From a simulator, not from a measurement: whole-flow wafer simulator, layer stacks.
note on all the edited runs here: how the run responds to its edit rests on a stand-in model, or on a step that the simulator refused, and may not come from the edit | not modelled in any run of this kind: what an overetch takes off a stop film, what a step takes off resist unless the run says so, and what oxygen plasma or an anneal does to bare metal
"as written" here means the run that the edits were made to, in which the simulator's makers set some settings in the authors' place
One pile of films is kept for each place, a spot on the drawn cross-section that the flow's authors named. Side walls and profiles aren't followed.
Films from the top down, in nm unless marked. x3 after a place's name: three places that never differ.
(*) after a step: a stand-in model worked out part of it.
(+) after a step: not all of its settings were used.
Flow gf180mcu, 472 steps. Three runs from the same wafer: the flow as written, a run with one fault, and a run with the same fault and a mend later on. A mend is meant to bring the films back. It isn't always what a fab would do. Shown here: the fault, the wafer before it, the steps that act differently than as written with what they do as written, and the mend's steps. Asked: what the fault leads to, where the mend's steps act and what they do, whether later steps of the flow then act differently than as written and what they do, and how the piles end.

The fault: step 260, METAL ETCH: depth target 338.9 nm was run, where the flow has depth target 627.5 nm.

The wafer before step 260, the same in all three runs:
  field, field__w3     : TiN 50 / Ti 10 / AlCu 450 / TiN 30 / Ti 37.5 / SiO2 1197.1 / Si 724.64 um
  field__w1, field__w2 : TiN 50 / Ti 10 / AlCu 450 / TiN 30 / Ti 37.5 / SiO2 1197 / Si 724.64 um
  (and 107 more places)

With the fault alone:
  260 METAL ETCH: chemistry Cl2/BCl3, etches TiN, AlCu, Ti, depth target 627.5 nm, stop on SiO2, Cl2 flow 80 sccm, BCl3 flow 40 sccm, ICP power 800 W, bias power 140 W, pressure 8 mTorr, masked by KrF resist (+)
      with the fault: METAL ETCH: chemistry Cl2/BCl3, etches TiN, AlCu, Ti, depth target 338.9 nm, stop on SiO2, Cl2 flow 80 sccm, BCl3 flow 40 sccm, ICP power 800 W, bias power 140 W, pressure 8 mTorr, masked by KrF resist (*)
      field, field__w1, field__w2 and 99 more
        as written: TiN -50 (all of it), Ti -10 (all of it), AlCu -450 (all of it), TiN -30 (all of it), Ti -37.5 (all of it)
        with the fault: TiN -50 (all of it), Ti -10 (all of it), AlCu -278.9
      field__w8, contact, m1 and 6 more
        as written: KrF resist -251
        with the fault: KrF resist -135.6
  Later steps of the flow that act differently than as written:
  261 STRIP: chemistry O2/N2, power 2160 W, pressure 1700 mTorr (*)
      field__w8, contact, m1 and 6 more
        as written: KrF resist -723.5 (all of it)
        with the fault: KrF resist -839 (all of it)
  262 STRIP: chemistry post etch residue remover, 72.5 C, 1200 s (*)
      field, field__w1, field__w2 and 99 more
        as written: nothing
        with the fault: AlCu -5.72
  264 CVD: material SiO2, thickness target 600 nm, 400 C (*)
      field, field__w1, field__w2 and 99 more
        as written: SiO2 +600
        with the fault: SiO2 +600 (new film)
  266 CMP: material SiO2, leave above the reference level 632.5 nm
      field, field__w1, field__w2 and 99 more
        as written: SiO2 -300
        with the fault: SiO2 -532.9
  At the end the piles differ from the flow's by more than 2% or 0.5 nm, whichever is larger, at field, field__w1, field__w2 and 100 more.
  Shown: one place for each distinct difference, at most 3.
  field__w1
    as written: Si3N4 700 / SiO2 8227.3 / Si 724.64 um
    with the fault: Si3N4 700 / SiO2 6797.4 / AlCu 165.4 / TiN 30 / Ti 37.5 / SiO2 1197 / Si 724.64 um
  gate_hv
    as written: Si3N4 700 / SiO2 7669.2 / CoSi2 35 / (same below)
    with the fault: Si3N4 700 / SiO2 6797.4 / AlCu 165.4 / TiN 30 / Ti 37.5 / SiO2 638.9 / CoSi2 35 / (same below)
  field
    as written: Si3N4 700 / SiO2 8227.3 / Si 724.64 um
    with the fault: Si3N4 700 / SiO2 6797.4 / AlCu 165.4 / TiN 30 / Ti 37.5 / SiO2 1197.1 / Si 724.64 um

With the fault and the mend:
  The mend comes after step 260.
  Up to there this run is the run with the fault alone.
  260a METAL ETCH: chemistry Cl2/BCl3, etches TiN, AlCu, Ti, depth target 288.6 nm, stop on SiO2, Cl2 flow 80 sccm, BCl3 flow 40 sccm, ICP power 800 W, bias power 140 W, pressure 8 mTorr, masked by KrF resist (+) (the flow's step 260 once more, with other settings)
      field, field__w1, field__w2 and 99 more
        AlCu -171.1 (all of it), TiN -30 (all of it), Ti -37.5 (all of it)
      field__w8, contact, m1 and 6 more
        KrF resist -115.4
  No later step of the flow acts differently than as written at any place that is followed.
  At the end the piles are the same as the flow's at every place that both follow.
